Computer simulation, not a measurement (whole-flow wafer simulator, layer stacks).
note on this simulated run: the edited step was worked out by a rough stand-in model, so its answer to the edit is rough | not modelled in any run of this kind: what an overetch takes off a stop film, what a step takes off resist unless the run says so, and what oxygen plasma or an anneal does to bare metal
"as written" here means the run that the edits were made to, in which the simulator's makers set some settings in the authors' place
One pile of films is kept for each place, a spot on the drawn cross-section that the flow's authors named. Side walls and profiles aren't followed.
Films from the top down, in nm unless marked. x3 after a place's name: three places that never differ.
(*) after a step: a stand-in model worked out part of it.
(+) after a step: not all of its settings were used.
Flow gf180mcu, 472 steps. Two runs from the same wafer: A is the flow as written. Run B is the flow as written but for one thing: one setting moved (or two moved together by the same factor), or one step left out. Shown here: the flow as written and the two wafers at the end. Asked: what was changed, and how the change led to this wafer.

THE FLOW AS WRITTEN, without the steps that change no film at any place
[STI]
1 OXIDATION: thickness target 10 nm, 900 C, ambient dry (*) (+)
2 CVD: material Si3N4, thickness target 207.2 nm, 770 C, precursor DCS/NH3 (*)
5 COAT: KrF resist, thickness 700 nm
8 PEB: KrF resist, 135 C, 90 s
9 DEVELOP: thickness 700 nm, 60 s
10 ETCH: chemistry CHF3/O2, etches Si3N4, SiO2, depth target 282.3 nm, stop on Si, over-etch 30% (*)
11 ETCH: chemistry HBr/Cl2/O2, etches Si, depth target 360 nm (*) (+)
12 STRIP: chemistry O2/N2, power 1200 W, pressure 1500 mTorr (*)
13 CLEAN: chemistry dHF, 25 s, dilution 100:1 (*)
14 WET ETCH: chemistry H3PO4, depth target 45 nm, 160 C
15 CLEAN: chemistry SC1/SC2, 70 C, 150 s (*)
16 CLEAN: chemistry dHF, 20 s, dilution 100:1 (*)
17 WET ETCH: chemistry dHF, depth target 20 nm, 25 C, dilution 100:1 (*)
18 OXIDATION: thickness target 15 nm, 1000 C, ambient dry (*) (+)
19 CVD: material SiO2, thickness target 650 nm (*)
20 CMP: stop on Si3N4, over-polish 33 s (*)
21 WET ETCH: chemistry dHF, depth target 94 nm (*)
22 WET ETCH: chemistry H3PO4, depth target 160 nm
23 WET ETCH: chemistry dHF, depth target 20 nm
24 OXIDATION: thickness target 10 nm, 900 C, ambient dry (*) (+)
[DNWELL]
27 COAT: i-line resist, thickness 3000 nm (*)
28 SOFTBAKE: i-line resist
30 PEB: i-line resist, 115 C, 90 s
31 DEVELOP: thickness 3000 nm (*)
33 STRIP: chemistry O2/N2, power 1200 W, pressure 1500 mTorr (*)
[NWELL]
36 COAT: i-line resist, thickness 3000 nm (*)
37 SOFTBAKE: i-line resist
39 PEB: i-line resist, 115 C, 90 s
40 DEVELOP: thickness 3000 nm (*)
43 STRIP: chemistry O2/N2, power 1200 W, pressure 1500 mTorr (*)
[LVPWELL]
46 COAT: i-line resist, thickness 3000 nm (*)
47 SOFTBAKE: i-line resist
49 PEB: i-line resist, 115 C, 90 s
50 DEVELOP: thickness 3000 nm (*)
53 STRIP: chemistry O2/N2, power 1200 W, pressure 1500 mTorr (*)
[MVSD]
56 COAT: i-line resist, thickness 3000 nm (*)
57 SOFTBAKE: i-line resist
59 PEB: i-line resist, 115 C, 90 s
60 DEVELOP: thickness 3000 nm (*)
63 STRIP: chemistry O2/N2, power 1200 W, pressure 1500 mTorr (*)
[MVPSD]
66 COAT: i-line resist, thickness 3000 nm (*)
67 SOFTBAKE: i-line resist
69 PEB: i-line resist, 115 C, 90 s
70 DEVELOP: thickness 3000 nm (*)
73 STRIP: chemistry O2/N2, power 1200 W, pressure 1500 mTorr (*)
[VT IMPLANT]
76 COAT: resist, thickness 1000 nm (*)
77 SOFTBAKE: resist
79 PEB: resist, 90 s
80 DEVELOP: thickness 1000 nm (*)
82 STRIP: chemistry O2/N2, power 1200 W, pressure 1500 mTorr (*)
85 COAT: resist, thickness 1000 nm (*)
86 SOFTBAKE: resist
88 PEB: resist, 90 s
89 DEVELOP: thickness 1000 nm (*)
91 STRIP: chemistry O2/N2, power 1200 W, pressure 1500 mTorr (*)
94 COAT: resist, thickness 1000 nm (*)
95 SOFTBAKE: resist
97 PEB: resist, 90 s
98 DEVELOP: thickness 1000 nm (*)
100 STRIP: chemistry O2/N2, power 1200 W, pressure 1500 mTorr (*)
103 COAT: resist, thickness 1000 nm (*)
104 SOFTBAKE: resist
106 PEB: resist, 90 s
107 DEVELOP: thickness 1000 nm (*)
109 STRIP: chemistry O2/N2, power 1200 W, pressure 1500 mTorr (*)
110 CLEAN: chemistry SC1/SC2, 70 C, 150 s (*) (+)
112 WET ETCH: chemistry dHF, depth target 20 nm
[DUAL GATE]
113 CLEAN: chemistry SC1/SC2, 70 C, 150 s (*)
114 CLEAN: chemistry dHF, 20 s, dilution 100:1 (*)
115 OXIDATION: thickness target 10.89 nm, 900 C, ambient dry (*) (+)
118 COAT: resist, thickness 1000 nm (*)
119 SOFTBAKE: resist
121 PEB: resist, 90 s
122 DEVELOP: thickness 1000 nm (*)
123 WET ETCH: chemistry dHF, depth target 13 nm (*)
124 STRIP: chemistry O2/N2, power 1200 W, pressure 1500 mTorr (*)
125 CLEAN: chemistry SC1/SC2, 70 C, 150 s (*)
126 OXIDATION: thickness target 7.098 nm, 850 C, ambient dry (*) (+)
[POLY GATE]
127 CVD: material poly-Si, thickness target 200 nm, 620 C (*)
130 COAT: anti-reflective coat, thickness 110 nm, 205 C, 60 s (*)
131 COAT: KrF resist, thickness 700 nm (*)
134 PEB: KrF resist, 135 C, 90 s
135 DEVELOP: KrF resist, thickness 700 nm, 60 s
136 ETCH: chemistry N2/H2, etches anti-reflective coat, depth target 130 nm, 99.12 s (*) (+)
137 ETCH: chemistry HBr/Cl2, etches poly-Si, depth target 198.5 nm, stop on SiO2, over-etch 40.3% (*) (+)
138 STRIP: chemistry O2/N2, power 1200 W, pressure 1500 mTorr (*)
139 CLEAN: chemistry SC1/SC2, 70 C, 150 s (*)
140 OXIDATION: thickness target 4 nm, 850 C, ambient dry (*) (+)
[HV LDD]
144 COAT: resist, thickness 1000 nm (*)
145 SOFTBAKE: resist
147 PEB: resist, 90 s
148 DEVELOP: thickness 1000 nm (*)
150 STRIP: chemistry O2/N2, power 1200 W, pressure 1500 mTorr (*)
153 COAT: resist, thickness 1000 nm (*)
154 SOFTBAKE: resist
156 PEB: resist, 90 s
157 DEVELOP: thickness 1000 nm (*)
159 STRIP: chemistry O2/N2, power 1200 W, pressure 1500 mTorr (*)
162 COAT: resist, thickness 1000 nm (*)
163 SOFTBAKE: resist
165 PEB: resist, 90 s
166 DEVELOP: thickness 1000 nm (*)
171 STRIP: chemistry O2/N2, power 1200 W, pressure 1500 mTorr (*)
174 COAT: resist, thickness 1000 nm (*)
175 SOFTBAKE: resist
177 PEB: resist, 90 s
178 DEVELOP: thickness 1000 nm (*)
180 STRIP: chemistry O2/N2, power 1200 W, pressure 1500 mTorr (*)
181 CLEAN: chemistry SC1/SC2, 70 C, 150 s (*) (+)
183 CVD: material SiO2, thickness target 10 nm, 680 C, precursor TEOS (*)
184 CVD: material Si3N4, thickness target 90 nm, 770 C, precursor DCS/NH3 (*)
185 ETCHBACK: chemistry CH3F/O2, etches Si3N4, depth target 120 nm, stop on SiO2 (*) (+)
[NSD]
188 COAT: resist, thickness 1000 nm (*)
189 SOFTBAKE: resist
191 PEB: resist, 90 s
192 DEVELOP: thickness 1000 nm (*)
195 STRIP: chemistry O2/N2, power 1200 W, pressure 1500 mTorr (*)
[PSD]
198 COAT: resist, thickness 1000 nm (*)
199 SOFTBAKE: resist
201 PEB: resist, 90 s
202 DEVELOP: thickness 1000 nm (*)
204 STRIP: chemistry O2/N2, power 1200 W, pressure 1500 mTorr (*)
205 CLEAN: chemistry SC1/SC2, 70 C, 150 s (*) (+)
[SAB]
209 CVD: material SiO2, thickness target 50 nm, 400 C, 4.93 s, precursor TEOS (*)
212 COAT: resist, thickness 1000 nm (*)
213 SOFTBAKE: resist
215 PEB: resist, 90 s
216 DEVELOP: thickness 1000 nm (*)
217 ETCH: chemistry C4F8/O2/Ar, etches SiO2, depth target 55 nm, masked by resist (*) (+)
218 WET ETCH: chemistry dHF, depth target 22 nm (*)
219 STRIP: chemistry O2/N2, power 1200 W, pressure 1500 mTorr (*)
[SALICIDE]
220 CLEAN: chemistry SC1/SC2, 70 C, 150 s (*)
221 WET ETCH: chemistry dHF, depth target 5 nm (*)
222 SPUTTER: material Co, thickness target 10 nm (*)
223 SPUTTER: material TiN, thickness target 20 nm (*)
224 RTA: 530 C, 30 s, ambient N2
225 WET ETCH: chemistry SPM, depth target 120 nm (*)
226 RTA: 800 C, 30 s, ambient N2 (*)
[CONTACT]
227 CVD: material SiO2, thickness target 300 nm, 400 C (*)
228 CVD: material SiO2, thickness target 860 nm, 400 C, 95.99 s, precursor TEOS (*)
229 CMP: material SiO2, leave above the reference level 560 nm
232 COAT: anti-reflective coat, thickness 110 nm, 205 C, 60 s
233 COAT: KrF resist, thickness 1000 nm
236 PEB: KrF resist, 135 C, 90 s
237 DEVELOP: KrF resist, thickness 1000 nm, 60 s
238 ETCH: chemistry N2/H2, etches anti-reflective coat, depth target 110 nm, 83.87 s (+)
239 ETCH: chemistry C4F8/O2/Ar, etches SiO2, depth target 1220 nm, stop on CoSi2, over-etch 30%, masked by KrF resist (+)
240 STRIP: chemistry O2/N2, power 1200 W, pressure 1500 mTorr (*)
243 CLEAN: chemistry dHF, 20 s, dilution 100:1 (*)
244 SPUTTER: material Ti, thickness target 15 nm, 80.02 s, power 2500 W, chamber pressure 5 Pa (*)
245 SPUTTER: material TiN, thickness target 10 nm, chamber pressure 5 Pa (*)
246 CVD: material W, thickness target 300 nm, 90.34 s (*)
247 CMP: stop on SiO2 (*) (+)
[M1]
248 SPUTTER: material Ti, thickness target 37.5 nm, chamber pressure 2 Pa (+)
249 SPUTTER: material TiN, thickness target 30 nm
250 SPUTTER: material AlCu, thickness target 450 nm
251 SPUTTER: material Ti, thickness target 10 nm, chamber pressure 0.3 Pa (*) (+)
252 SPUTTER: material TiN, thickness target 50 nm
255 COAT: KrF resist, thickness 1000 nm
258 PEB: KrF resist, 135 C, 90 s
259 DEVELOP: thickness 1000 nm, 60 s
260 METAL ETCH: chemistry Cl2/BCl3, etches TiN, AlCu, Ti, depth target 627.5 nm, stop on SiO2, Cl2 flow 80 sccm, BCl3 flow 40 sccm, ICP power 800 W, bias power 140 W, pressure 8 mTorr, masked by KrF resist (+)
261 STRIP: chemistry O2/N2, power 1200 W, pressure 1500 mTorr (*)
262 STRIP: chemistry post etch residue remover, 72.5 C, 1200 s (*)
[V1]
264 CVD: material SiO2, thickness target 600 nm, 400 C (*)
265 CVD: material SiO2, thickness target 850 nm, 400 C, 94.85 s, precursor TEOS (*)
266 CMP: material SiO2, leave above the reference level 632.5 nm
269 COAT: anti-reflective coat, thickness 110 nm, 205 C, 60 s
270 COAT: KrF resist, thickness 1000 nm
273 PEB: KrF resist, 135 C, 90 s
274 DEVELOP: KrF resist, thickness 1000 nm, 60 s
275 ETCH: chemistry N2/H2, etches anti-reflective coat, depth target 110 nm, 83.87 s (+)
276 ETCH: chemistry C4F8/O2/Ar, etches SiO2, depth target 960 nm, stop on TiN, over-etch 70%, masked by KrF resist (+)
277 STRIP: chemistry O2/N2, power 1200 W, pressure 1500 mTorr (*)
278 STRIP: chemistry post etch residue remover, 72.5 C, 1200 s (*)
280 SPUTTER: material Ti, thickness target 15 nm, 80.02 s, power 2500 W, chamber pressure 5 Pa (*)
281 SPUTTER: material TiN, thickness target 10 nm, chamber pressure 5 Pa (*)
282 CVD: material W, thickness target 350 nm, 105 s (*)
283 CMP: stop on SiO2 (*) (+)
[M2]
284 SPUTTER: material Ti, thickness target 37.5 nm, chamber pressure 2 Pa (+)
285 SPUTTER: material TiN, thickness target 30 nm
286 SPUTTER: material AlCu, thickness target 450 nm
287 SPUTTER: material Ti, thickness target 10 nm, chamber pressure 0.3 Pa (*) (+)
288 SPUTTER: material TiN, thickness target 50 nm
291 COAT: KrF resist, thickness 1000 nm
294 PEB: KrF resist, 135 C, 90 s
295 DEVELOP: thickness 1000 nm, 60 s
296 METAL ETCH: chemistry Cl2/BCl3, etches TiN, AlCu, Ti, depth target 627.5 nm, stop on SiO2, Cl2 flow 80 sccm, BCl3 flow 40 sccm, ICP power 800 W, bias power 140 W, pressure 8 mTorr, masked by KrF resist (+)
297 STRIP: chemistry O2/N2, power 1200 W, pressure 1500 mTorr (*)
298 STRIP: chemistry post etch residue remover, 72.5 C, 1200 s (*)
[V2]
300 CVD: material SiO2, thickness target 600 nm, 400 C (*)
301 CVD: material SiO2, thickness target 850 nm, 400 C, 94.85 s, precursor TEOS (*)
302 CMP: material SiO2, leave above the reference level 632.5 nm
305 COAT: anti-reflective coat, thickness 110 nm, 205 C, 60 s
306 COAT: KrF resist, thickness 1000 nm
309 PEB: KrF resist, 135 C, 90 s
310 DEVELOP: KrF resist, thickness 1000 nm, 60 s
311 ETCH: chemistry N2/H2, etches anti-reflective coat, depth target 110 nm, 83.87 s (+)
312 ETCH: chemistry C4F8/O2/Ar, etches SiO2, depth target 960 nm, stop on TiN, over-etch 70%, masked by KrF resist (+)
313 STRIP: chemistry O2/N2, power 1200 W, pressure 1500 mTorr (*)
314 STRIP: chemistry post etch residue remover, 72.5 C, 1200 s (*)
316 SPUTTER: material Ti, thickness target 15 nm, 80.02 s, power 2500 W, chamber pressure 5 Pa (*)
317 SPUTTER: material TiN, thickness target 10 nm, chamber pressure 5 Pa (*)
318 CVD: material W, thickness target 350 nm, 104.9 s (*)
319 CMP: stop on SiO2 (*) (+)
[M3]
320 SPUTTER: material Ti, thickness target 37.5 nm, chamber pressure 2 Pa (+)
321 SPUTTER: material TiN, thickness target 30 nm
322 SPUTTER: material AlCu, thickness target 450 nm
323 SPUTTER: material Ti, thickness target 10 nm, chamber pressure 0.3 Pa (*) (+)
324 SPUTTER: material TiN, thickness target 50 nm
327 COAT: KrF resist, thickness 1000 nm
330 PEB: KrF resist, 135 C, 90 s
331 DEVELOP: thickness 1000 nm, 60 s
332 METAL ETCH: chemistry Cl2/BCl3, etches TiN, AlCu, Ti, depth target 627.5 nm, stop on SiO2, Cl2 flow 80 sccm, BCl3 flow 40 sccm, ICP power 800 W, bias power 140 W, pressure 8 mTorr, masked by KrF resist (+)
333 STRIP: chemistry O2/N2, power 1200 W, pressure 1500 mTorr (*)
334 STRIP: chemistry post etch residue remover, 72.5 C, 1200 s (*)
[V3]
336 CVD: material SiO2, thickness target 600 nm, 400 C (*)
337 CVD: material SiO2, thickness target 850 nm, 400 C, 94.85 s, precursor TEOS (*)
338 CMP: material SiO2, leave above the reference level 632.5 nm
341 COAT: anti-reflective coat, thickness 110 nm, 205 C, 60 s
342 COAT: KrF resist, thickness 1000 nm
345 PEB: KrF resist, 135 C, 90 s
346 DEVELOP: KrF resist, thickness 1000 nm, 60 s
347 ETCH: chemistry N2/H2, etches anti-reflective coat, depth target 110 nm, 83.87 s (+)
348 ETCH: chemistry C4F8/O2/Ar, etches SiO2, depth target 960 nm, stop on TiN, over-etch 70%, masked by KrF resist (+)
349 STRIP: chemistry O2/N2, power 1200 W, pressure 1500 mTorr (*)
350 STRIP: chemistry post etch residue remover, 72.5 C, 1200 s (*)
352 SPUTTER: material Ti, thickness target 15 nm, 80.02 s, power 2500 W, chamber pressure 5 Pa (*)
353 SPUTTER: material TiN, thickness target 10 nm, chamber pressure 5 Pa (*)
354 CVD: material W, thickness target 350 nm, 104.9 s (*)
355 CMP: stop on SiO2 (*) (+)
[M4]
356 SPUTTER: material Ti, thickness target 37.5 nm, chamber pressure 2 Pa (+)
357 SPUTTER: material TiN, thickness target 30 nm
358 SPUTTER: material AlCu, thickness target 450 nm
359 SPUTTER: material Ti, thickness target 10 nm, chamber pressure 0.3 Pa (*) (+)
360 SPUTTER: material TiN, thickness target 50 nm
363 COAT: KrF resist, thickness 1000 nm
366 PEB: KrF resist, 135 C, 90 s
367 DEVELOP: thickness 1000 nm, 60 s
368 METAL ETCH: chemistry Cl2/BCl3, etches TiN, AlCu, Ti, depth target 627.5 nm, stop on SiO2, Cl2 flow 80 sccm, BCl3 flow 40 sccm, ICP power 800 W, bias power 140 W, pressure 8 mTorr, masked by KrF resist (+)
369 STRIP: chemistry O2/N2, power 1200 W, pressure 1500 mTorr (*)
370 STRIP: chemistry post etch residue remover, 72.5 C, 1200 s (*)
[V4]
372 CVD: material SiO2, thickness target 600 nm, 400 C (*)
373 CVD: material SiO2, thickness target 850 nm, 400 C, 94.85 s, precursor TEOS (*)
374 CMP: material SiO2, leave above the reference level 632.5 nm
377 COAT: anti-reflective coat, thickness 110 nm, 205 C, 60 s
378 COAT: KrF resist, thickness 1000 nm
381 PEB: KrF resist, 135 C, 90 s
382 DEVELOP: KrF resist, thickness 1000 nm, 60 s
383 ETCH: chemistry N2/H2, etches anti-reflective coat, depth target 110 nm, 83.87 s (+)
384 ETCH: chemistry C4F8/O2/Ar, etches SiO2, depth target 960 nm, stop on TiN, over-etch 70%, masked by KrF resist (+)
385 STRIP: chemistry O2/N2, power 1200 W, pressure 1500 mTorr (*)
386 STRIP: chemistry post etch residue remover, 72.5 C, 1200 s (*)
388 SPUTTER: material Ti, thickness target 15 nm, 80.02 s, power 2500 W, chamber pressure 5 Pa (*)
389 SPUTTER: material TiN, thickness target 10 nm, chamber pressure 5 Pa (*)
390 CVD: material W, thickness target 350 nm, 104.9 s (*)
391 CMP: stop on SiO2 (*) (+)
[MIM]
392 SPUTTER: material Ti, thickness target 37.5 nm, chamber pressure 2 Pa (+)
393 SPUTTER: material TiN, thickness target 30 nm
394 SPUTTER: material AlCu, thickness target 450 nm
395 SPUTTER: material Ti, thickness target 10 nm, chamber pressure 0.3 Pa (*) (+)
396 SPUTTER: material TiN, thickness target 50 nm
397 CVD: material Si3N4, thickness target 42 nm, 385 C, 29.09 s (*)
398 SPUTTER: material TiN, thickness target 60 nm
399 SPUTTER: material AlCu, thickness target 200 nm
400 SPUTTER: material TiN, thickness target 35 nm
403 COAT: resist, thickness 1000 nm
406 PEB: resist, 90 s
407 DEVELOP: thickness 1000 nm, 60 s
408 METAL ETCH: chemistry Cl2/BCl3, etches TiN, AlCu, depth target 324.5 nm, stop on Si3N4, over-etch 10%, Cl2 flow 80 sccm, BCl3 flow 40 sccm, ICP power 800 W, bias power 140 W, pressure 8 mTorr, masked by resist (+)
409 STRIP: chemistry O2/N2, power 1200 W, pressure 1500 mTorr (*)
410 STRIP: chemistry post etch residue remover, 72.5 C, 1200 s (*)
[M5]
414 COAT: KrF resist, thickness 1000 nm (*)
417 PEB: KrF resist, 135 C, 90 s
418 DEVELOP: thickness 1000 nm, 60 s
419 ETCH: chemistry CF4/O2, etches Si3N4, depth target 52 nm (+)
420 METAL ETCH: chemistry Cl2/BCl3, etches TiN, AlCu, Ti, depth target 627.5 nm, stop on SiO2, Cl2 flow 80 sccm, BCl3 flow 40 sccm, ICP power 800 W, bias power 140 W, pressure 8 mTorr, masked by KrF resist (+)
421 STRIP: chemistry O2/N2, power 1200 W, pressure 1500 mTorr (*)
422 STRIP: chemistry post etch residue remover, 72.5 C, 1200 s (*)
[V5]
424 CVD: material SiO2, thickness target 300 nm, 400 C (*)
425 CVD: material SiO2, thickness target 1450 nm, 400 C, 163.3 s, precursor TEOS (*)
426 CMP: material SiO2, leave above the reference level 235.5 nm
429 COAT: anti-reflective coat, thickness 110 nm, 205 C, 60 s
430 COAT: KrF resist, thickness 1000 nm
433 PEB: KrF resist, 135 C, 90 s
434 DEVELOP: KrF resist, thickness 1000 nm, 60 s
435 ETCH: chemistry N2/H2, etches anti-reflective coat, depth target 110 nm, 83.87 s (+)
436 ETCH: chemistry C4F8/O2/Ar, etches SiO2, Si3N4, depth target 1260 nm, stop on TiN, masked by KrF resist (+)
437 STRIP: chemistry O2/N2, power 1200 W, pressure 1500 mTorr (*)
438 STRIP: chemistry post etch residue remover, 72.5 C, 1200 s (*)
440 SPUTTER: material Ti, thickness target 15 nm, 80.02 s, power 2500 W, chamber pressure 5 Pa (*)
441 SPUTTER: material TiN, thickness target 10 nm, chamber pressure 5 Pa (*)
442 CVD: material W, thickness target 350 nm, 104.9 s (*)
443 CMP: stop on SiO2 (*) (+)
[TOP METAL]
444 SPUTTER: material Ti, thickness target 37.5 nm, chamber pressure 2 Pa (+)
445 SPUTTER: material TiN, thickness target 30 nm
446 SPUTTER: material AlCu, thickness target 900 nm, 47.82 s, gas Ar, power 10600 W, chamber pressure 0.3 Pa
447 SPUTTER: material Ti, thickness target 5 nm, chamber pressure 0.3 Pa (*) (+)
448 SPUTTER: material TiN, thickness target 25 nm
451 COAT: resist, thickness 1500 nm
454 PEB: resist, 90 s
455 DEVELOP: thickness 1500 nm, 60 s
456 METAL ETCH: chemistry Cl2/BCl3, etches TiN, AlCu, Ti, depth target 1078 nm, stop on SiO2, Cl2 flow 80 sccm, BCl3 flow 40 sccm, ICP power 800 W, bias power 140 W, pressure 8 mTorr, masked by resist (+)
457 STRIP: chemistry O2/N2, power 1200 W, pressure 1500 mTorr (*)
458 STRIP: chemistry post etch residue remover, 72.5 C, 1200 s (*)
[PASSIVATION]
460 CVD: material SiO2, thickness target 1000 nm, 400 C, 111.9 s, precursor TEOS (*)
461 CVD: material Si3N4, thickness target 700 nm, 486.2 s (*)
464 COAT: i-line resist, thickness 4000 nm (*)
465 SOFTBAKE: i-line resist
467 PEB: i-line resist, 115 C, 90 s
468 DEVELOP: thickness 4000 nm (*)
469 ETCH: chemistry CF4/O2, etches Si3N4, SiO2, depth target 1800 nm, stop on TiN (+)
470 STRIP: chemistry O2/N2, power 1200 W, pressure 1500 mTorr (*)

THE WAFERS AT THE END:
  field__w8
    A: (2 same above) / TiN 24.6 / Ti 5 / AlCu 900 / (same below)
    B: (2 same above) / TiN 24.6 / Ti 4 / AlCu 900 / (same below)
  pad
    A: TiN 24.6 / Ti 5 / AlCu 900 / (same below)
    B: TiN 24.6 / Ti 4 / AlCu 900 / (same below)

The cause: step 447, SPUTTER: thickness target 4 nm was run, where the flow has thickness target 5 nm.
It can be read off the wafer: field__w8 has Ti 4, and step 447 as written asks for 5 nm.

How the change led to this, step by step:
  447 SPUTTER: material Ti, thickness target 5 nm, chamber pressure 0.3 Pa (*) (+)
      field, field__w1, field__w2 and 109 more: A Ti +5 (new film) | B Ti +4 (new film)
  456 METAL ETCH: chemistry Cl2/BCl3, etches TiN, AlCu, Ti, depth target 1078 nm, stop on SiO2, Cl2 flow 80 sccm, BCl3 flow 40 sccm, ICP power 800 W, bias power 140 W, pressure 8 mTorr, masked by resist (+)
      field, field__w1, field__w2 and 103 more: A TiN -25 (all of it), Ti -5 (all of it), AlCu -900 (all of it), TiN -30 (all of it), Ti -37.5 (all of it) | B TiN -25 (all of it), Ti -4 (all of it), AlCu -900 (all of it), TiN -30 (all of it), Ti -37.5 (all of it)
